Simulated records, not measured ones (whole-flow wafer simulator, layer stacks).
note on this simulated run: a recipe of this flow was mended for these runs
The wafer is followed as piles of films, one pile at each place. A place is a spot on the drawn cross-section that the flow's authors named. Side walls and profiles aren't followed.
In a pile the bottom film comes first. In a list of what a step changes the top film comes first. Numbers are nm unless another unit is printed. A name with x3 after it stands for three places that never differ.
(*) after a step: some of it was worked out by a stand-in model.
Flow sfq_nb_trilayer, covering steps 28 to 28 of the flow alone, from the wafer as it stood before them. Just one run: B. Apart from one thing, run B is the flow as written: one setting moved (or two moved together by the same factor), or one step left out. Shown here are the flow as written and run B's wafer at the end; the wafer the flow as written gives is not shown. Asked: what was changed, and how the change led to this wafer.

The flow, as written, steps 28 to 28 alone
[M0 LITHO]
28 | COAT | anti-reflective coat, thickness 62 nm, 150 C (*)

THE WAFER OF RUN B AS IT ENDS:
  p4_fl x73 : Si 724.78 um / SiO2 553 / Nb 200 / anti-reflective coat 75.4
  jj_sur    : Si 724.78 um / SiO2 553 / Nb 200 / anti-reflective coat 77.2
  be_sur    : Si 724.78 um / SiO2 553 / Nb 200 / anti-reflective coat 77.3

What caused this: step 28, COAT: thickness 75.4 nm was run, though the flow has thickness 62 nm.
The wafer lets one read it off: p4_fl x73 has anti-reflective coat 75.4, and step 28 as written asks for 62 nm.

Step by step, how the change led to this:
  28 | COAT | anti-reflective coat, thickness 62 nm, 150 C (*)
      p4_fl x73: anti-reflective coat gains 75.4 (new film) (in the flow as written it would be: anti-reflective coat gains 62 (new film))
      jj_sur, ce_l, c5j, ce_r, sp_r, be_r, r_sur: anti-reflective coat gains 77.2 (new film) (in the flow as written it would be: anti-reflective coat gains 63.7 (new film))
      (as well as at 26 more places)
